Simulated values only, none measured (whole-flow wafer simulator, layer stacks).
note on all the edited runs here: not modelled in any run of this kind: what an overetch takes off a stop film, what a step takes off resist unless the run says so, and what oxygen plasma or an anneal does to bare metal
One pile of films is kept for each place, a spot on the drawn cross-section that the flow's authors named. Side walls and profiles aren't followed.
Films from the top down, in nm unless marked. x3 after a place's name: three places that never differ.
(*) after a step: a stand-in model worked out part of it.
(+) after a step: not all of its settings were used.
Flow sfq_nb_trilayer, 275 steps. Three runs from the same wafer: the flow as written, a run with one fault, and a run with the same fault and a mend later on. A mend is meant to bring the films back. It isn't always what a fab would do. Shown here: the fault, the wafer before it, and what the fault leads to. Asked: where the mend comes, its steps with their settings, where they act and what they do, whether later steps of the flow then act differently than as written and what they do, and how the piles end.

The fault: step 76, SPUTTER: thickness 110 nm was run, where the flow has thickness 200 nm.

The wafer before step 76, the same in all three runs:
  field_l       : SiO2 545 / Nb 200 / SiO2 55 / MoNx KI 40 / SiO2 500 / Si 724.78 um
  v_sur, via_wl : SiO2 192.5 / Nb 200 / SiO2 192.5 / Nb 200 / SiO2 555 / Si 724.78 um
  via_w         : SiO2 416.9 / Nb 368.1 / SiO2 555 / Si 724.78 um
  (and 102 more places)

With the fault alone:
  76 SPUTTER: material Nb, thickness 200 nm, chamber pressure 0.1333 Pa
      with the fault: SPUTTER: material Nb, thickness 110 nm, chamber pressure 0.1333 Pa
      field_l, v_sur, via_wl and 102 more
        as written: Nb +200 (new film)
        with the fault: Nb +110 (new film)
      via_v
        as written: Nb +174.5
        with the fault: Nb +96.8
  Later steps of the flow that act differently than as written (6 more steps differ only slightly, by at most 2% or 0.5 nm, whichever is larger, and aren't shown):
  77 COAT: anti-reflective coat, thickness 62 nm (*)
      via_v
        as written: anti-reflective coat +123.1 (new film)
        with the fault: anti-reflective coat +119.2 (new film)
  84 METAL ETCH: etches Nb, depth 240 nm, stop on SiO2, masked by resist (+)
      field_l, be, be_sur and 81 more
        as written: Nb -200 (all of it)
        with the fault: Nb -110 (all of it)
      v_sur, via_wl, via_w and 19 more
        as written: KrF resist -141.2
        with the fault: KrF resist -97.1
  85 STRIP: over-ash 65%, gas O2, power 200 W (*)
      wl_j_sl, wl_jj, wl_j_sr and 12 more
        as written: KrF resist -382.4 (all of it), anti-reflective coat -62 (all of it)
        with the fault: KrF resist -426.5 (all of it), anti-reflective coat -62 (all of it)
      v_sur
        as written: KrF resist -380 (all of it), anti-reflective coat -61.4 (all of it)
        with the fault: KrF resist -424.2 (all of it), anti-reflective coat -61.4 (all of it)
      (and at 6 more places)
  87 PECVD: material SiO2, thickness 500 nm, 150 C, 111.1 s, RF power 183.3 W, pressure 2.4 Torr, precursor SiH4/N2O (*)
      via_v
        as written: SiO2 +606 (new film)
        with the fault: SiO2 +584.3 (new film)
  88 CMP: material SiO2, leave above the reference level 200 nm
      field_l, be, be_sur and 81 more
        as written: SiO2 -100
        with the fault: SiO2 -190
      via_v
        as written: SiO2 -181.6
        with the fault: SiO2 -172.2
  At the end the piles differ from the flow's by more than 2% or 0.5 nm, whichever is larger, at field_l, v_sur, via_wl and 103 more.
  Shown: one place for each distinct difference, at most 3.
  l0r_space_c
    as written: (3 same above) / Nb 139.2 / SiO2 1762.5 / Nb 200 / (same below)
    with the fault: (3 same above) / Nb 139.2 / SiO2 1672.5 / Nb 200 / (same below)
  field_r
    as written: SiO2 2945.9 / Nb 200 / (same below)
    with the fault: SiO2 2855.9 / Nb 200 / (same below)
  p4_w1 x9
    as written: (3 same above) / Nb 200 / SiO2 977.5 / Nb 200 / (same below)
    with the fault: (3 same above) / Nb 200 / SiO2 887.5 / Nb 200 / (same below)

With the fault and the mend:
  The mend comes after step 76.
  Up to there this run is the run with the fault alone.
  76a SPUTTER: material Nb, thickness 90 nm, chamber pressure 0.1333 Pa (the flow's step 76 once more, with other settings)
      field_l, v_sur, via_wl and 102 more
        Nb +90
      via_v
        Nb +73
  No later step of the flow acts differently than as written, at any place that is followed, by more than 2% or 0.5 nm, whichever is larger.
  At the end the piles differ from the flow's only slightly at the places that both follow, by at most 2% or 0.5 nm, whichever is larger.
